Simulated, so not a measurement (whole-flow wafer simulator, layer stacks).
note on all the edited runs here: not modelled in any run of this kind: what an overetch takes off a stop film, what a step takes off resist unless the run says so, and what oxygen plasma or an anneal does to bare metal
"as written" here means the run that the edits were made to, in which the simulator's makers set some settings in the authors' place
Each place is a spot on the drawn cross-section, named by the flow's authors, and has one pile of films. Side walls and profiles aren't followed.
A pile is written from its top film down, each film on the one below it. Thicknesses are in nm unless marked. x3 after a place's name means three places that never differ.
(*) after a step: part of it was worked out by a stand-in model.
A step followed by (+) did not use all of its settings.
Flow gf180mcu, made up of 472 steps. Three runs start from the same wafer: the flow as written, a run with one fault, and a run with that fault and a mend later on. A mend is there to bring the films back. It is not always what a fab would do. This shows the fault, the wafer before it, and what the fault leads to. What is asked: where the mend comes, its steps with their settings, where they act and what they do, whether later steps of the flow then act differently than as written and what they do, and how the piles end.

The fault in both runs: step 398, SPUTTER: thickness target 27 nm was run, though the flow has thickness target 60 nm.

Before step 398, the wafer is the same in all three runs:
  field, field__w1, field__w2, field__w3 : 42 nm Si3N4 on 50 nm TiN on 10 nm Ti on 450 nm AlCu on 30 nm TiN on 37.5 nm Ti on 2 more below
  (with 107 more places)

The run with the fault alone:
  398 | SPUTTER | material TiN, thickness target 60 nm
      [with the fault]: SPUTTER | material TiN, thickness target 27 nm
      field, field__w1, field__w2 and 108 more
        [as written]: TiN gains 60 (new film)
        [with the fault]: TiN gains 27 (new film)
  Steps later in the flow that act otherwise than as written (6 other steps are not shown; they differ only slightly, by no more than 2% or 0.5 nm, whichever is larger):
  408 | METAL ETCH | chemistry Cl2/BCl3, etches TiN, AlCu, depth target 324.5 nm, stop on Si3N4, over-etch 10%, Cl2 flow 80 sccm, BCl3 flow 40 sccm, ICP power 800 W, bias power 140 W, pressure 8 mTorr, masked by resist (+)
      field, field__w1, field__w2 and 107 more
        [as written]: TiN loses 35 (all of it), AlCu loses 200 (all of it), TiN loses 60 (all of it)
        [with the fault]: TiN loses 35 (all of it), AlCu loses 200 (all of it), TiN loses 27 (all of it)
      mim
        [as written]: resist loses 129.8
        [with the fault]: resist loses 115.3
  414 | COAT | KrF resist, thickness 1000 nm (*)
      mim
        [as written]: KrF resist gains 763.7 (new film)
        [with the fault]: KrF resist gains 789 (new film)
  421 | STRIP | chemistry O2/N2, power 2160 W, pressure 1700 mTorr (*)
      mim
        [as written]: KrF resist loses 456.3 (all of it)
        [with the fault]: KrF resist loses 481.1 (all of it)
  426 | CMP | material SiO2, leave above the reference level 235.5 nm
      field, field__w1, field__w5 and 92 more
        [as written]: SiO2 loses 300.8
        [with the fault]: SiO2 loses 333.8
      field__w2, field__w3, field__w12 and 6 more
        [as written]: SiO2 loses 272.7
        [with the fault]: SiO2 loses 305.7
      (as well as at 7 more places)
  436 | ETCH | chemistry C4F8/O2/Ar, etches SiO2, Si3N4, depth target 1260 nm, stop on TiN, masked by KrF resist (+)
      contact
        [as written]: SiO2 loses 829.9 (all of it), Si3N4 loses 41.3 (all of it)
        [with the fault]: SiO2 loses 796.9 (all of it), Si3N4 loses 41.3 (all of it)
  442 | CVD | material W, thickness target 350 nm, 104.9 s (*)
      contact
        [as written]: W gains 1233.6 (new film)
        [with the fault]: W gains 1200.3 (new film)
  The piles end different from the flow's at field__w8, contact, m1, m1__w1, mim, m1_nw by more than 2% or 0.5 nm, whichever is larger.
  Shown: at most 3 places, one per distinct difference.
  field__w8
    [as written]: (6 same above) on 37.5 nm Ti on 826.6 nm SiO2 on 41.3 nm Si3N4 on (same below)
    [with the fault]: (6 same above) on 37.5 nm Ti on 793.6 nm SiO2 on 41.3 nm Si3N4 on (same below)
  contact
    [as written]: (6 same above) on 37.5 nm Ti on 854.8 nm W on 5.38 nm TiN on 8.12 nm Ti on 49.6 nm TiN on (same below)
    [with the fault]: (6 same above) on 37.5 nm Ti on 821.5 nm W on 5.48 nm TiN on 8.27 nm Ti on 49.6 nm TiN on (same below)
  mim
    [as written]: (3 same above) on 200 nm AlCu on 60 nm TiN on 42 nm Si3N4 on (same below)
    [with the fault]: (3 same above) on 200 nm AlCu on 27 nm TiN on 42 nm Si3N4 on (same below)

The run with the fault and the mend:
  After step 398 comes the mend.
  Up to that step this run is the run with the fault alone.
  398a | SPUTTER | material TiN, thickness target 33 nm (the flow's step 398 again, with other settings)
      field, field__w1, field__w2 and 108 more
        TiN gains 33
  None of the later steps of the flow acts differently than as written at any place that is followed.
  The piles end the same as the flow's at every place that both follow.
